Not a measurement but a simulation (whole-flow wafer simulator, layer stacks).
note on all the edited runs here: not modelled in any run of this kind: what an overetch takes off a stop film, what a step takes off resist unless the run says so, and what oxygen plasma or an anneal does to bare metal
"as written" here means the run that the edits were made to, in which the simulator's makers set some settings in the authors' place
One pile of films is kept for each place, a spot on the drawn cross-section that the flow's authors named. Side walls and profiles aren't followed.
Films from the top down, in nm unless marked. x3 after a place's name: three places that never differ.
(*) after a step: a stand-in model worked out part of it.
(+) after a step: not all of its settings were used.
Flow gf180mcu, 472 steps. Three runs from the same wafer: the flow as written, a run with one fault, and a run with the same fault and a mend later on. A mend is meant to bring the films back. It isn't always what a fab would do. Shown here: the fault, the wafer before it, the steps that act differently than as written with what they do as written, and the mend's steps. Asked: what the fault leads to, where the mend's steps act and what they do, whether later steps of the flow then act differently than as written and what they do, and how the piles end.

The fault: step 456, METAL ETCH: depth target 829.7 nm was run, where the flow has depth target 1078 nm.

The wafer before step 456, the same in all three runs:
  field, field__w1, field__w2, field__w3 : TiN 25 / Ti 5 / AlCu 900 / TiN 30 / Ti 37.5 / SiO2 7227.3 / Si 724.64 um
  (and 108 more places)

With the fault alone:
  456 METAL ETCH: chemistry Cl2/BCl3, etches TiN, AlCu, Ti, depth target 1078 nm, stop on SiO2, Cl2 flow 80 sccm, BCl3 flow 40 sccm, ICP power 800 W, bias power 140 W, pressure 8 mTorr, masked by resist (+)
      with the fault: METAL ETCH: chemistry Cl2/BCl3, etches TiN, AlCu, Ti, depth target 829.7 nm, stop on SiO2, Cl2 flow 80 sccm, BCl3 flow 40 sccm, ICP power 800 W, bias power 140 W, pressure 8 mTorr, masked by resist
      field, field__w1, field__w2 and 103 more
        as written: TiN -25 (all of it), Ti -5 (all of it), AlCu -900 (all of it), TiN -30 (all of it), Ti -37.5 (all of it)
        with the fault: TiN -25 (all of it), Ti -5 (all of it), AlCu -799.7
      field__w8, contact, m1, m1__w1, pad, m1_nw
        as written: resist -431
        with the fault: resist -331.9
  Later steps of the flow that act differently than as written:
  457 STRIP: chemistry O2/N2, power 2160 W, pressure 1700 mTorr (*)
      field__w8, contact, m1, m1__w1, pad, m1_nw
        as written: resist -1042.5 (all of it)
        with the fault: resist -1141.6 (all of it)
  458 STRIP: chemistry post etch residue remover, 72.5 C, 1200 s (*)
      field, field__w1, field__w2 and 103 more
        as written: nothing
        with the fault: AlCu -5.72
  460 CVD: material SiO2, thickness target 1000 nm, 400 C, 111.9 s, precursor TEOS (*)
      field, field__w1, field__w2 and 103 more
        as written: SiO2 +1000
        with the fault: SiO2 +1000 (new film)
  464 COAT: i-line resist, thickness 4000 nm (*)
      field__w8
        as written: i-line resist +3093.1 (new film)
        with the fault: i-line resist +3236.6 (new film)
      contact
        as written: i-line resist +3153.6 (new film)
        with the fault: i-line resist +3282 (new film)
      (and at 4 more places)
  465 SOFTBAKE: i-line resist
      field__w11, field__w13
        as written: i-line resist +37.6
        with the fault: i-line resist +29.2
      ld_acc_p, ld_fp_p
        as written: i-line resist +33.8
        with the fault: i-line resist +26.2
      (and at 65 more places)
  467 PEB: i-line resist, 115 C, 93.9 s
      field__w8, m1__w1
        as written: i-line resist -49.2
        with the fault: i-line resist -52.1
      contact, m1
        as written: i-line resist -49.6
        with the fault: i-line resist -52.4
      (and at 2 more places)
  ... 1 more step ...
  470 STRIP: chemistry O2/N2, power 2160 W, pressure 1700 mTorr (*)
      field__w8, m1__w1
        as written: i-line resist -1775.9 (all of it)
        with the fault: i-line resist -1931.3 (all of it)
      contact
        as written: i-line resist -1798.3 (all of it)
        with the fault: i-line resist -1948.2 (all of it)
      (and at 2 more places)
  At the end the piles differ from the flow's by more than 2% or 0.5 nm, whichever is larger, at field, field__w1, field__w2 and 103 more.
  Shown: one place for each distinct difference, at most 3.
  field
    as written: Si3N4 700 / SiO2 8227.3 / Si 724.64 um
    with the fault: Si3N4 700 / SiO2 1000 / AlCu 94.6 / TiN 30 / Ti 37.5 / SiO2 7227.3 / Si 724.64 um
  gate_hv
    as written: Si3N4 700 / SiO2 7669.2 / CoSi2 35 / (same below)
    with the fault: Si3N4 700 / SiO2 1000 / AlCu 94.6 / TiN 30 / Ti 37.5 / SiO2 6669.2 / CoSi2 35 / (same below)
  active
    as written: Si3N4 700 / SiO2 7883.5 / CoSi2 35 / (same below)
    with the fault: Si3N4 700 / SiO2 1000 / AlCu 94.6 / TiN 30 / Ti 37.5 / SiO2 6883.5 / CoSi2 35 / (same below)

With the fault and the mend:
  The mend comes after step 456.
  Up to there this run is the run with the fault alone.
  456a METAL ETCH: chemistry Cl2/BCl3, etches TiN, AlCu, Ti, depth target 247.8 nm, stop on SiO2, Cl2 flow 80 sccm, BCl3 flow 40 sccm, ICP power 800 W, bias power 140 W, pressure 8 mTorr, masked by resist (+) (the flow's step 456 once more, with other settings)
      field, field__w1, field__w2 and 103 more
        AlCu -100.3 (all of it), TiN -30 (all of it), Ti -37.5 (all of it)
      field__w8, contact, m1, m1__w1, pad, m1_nw
        resist -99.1
  No later step of the flow acts differently than as written at any place that is followed.
  At the end the piles are the same as the flow's at every place that both follow.
